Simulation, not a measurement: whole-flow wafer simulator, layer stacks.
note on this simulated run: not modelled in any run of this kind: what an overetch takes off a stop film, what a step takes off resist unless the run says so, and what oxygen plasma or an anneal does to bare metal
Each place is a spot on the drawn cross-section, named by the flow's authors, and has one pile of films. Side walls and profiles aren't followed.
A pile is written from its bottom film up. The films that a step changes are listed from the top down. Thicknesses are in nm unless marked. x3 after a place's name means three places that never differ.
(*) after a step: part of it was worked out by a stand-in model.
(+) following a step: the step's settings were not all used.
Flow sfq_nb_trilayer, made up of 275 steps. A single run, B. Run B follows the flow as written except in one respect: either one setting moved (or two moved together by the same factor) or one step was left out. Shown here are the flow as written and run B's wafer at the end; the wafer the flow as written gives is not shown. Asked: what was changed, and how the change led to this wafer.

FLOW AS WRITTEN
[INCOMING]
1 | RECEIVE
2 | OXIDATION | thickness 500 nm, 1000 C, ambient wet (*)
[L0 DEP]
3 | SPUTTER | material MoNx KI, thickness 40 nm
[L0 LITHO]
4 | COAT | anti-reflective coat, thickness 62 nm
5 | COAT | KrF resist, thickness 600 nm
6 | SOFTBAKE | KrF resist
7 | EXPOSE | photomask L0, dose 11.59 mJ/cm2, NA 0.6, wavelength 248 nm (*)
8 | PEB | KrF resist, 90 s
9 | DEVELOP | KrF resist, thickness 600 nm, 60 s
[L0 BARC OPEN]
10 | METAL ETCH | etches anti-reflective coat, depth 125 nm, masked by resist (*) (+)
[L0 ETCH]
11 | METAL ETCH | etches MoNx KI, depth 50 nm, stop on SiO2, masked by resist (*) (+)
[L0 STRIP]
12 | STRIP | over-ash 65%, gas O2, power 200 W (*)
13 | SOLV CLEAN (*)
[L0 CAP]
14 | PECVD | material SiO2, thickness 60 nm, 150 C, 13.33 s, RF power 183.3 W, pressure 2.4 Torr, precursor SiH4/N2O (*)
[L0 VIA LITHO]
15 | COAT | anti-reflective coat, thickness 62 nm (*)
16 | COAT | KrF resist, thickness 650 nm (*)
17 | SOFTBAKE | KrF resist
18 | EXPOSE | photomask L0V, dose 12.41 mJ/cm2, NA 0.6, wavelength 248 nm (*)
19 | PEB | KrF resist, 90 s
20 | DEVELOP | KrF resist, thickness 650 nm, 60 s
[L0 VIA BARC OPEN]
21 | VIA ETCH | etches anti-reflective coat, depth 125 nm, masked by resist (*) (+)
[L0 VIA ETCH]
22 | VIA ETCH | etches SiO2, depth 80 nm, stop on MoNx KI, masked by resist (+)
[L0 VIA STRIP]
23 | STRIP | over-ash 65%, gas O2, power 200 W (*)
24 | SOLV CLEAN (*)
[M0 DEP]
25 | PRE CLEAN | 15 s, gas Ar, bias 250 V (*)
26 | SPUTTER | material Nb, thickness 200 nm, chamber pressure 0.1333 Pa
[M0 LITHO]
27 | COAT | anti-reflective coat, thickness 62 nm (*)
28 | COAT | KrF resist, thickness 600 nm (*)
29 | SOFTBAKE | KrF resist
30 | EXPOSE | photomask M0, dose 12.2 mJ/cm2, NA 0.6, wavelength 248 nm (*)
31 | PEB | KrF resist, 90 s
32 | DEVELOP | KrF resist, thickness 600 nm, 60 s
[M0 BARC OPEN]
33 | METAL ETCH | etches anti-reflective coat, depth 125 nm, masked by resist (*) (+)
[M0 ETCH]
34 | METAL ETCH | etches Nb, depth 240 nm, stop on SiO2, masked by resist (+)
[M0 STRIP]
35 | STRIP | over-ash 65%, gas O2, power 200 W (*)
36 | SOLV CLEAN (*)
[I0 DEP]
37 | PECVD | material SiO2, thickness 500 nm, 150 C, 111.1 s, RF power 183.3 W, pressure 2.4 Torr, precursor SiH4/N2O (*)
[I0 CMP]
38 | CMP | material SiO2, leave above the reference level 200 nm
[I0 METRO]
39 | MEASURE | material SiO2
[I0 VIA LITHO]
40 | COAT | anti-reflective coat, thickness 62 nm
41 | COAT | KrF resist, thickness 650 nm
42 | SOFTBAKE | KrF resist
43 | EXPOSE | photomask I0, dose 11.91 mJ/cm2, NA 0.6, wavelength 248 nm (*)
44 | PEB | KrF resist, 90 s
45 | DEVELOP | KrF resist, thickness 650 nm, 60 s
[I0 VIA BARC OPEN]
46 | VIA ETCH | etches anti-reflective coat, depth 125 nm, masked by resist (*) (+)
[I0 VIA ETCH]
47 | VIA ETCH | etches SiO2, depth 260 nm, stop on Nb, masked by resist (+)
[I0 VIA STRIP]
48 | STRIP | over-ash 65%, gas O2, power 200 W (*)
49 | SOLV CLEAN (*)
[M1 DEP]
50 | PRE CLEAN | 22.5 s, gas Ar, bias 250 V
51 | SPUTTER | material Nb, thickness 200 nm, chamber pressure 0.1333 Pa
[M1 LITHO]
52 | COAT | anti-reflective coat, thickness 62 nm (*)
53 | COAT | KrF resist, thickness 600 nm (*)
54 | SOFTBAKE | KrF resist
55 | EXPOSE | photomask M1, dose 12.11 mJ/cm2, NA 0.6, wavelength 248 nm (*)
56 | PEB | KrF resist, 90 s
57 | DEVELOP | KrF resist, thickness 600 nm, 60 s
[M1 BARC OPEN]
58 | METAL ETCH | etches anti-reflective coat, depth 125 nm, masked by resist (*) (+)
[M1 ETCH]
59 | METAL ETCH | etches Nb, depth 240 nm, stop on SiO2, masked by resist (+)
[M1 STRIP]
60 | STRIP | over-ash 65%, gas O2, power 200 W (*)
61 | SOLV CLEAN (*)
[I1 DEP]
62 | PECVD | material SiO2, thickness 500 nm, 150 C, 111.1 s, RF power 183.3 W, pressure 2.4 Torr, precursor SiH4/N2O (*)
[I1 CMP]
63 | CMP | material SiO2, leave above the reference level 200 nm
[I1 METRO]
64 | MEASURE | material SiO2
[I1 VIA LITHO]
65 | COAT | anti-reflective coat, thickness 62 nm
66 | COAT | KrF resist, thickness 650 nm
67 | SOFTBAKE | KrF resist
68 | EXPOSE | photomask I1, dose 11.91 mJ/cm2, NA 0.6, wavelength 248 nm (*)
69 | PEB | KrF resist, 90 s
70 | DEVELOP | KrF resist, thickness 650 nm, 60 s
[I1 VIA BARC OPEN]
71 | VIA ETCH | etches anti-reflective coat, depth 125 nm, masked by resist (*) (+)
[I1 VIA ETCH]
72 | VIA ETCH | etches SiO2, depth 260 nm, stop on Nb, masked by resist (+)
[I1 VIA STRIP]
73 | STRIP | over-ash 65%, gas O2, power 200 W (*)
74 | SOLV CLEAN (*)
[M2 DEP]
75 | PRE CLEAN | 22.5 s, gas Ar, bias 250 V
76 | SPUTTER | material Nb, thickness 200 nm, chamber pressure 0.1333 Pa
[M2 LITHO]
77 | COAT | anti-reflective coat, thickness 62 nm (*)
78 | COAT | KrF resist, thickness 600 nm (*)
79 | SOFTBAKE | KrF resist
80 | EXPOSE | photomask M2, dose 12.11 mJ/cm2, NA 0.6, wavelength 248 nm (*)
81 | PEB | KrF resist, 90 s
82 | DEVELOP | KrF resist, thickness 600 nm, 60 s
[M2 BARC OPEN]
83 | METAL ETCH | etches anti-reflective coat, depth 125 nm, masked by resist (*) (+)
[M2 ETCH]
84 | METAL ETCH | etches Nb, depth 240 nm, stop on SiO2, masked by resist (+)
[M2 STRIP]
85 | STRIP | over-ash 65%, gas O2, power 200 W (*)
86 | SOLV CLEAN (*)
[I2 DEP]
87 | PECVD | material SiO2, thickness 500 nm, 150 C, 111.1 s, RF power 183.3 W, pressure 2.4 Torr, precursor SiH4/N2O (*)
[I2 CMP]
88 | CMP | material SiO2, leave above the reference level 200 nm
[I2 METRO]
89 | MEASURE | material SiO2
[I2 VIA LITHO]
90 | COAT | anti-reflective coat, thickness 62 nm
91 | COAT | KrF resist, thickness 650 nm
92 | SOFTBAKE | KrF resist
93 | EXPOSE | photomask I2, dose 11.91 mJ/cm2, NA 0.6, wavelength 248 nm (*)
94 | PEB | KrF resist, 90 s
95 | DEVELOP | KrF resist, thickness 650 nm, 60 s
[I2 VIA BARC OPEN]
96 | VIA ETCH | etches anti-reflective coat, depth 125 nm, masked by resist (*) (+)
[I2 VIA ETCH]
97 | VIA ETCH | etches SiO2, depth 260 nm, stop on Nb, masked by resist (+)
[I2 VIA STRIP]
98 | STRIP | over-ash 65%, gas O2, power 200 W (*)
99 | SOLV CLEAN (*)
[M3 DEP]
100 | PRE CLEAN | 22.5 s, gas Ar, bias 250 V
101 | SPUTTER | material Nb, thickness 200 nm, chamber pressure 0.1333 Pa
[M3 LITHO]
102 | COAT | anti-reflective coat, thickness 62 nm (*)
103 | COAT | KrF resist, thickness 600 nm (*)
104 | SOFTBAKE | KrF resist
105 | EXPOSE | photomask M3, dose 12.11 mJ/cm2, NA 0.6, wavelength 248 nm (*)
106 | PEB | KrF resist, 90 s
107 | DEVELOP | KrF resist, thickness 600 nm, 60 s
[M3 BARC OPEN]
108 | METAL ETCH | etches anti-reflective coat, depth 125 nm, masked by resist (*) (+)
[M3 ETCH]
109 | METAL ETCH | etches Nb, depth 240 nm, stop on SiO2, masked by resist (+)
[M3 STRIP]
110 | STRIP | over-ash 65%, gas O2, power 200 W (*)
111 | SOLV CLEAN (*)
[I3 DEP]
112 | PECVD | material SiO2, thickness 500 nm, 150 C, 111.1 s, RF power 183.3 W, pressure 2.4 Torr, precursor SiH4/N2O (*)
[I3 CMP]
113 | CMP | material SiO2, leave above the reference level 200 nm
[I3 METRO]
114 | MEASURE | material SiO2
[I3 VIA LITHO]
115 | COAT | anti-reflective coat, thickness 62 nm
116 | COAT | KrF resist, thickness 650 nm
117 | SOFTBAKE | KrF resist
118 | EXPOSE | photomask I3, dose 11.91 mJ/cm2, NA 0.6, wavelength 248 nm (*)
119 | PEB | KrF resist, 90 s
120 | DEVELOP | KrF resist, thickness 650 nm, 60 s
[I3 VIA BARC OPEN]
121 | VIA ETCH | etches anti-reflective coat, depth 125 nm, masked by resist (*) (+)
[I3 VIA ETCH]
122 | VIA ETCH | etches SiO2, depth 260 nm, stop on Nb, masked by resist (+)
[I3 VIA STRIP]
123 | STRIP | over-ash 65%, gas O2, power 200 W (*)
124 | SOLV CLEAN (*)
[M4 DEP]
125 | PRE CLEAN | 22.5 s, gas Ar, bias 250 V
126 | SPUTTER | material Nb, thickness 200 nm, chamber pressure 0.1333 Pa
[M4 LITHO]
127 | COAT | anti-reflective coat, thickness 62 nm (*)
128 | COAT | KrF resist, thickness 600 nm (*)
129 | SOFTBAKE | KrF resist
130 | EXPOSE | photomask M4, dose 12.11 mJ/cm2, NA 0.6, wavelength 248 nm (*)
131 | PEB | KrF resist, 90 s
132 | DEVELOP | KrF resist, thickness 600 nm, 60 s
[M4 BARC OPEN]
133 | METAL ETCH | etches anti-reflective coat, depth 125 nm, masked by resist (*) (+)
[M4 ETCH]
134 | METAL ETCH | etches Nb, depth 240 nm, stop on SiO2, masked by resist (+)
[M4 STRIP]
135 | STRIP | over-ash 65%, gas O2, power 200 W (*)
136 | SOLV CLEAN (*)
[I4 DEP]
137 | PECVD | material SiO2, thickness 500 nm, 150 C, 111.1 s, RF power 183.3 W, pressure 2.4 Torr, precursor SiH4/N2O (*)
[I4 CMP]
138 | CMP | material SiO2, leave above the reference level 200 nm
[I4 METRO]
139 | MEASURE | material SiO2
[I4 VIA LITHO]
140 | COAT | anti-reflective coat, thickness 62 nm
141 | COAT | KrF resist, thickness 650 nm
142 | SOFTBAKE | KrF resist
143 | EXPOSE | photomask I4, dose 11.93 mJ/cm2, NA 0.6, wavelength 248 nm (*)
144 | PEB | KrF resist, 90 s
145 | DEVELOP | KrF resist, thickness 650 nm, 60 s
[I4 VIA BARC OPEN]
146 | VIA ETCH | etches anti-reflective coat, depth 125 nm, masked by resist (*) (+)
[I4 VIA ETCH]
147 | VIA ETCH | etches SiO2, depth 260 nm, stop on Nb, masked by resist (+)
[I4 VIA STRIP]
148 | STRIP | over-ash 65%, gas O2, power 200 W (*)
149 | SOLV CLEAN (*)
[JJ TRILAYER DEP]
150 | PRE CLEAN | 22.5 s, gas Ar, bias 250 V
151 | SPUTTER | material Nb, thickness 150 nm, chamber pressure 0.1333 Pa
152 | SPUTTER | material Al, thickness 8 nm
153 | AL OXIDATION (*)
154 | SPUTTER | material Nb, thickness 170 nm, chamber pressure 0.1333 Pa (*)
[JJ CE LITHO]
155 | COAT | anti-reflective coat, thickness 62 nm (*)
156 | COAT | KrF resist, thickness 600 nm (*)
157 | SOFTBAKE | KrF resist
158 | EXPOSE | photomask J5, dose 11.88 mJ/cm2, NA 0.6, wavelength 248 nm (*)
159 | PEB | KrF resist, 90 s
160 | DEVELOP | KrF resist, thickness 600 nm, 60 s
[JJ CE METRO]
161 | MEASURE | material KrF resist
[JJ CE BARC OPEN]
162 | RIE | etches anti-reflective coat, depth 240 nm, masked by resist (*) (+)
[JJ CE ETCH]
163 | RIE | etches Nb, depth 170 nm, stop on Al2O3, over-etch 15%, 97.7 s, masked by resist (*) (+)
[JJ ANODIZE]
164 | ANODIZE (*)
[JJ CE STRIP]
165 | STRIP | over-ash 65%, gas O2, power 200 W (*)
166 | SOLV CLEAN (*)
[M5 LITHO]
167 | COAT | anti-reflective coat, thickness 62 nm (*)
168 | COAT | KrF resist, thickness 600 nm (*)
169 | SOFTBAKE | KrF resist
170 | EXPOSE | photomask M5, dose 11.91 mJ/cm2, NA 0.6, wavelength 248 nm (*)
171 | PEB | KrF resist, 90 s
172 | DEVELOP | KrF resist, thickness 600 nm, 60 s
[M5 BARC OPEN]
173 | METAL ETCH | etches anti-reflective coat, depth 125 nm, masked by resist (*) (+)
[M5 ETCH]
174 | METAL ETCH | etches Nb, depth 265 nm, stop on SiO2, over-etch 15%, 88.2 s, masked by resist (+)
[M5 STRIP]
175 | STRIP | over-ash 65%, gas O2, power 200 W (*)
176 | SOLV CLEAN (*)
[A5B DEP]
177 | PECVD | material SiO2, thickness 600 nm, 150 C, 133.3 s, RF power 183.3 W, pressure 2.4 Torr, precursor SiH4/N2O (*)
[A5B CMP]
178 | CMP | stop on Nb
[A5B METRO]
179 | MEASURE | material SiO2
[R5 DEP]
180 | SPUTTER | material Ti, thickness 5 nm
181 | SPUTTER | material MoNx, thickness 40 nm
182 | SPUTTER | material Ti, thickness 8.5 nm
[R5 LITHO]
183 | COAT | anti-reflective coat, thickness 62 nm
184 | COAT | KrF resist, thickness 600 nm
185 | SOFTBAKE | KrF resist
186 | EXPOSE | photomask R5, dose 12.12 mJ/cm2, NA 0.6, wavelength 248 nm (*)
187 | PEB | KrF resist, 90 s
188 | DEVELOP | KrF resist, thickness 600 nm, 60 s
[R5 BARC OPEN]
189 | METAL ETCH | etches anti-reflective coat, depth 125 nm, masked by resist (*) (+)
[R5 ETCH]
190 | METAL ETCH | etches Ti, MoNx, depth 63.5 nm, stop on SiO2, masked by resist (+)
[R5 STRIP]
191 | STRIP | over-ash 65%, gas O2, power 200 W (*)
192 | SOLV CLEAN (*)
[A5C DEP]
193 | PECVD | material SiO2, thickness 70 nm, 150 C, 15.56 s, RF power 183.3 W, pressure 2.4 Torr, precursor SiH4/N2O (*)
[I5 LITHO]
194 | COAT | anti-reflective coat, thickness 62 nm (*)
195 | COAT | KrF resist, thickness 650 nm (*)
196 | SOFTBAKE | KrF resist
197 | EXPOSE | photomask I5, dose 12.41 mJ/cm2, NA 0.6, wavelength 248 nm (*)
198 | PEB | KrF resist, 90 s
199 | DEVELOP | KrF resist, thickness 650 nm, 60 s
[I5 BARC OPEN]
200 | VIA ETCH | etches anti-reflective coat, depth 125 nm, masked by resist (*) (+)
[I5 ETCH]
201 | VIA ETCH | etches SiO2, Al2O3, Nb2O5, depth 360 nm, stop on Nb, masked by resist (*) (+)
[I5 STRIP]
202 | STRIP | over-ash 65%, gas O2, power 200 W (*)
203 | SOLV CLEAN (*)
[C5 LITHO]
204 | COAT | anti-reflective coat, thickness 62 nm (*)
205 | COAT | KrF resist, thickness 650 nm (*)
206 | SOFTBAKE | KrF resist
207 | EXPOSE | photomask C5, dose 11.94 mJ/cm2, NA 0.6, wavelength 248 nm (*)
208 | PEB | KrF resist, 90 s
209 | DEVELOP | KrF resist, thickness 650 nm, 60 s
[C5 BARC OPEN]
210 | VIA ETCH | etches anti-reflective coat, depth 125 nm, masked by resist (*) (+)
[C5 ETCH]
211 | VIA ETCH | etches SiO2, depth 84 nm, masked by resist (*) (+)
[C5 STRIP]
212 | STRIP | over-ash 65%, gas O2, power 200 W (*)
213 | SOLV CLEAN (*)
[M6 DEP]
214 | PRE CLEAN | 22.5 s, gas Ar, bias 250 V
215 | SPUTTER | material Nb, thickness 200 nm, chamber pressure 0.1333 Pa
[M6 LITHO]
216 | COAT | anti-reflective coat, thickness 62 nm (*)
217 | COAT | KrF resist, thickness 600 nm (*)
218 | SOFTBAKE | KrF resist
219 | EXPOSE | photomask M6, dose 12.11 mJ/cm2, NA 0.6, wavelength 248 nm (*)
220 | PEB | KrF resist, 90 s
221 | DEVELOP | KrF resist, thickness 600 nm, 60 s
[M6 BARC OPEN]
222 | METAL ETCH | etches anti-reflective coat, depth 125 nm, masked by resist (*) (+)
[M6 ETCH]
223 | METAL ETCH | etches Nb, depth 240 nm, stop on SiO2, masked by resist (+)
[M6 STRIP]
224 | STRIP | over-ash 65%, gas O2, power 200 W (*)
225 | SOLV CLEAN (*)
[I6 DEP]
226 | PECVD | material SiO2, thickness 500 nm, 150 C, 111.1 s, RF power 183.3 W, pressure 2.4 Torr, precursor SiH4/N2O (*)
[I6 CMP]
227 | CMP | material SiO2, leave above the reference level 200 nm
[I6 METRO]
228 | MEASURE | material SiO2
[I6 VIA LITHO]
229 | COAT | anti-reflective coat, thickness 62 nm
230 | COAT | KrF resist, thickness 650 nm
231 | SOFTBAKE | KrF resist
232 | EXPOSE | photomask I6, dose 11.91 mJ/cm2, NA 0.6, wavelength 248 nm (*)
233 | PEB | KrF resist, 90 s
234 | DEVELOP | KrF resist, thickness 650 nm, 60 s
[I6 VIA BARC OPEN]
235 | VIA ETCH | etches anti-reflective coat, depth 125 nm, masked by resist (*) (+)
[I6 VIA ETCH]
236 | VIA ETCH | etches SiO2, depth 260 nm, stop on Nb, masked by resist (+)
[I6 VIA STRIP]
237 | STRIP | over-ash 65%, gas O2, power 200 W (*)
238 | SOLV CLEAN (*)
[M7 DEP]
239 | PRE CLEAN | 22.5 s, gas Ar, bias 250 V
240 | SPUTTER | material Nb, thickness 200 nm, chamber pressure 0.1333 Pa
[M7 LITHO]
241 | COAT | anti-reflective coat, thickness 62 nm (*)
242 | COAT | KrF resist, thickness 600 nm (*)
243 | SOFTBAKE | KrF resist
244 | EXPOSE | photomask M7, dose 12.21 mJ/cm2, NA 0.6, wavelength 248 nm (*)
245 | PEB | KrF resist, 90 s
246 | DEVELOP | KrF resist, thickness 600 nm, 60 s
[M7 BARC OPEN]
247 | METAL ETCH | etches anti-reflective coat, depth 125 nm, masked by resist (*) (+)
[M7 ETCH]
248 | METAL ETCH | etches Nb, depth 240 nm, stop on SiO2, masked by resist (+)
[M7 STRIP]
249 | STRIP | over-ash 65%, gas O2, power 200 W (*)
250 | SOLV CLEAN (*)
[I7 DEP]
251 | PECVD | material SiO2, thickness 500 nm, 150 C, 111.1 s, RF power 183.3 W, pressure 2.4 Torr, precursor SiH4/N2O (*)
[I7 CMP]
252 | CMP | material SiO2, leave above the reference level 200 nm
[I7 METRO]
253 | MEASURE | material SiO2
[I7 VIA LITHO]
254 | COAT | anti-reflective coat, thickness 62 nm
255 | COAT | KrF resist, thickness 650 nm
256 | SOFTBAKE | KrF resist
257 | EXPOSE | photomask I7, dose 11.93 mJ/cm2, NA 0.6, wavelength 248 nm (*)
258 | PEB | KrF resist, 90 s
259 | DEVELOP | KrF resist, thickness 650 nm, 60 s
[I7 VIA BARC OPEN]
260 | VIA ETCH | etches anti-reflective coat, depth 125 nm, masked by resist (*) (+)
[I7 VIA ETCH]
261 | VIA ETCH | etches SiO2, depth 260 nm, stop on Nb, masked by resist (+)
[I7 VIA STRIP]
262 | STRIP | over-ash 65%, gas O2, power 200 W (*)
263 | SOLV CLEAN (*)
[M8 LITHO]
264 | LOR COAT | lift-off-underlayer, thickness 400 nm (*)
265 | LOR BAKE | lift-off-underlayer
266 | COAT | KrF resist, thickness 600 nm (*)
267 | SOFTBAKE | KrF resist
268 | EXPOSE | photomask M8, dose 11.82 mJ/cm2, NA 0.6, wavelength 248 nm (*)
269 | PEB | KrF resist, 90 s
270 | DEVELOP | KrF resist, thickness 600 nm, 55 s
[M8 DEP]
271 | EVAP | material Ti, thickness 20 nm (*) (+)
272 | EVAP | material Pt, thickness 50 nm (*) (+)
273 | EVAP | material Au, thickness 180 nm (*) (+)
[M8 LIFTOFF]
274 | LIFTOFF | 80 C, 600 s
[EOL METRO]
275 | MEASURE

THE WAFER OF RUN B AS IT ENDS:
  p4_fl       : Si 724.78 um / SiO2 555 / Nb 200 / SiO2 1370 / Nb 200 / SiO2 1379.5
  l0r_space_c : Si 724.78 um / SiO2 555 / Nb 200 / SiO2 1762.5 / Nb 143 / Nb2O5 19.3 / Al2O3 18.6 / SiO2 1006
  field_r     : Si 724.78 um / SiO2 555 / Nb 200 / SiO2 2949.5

Cause: step 152, SPUTTER: thickness 11.6 nm was run, though the flow has thickness 8 nm.

How this came from the change, step by step:
  152 | SPUTTER | material Al, thickness 8 nm
      field_l, v_sur, via_sp and 100 more: +11.6 Al (new film) (it would be, as written: +8 Al (new film))
      via_wl, via_wr: +7.45 Al (new film) (it would be, as written: +5.14 Al (new film))
      (also at 1 further place)
  164 | ANODIZE (*)
      field_l, v_sur, via_sp and 96 more: +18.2 Al2O3, +19.3 Nb2O5 (new film), -11 Al (all of it), -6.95 Nb (it would be, as written: +12.2 Al2O3, +29.9 Nb2O5 (new film), -7.42 Al (all of it), -10.8 Nb)
      via_wl, via_wr: +11.3 Al2O3 (new film), +32.4 Nb2O5 (new film), -6.87 Al (all of it), -11.6 Nb (it would be, as written: +7.52 Al2O3 (new film), +39.2 Nb2O5 (new film), -4.56 Al (all of it), -14.1 Nb)
      (also at 1 further place)
  167 | COAT | anti-reflective coat, thickness 62 nm (*)
      ce_l: +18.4 anti-reflective coat (new film) (it would be, as written: +19.6 anti-reflective coat (new film))
  174 | METAL ETCH | etches Nb, depth 265 nm, stop on SiO2, over-etch 15%, 88.2 s, masked by resist (+)
      field_l, r_sur, res and 50 more: -18.6 Al2O3 (all of it), -19.3 Nb2O5 (all of it), -143 Nb (all of it), -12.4 SiO2 (it would be, as written: -12.6 Al2O3 (all of it), -29.9 Nb2O5 (all of it), -139.2 Nb (all of it), -12.3 SiO2)
  175 | STRIP | over-ash 65%, gas O2, power 200 W (*)
      ce_l: -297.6 KrF resist (all of it), -18.4 anti-reflective coat (all of it) (it would be, as written: -299.6 KrF resist (all of it), -19.6 anti-reflective coat (all of it))
  201 | VIA ETCH | etches SiO2, Al2O3, Nb2O5, depth 360 nm, stop on Nb, masked by resist (*) (+)
      be: -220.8 SiO2 (all of it), -18.6 Al2O3 (all of it), -19.3 Nb2O5 (all of it) (it would be, as written: -216.4 SiO2 (all of it), -12.7 Al2O3 (all of it), -29.9 Nb2O5 (all of it))
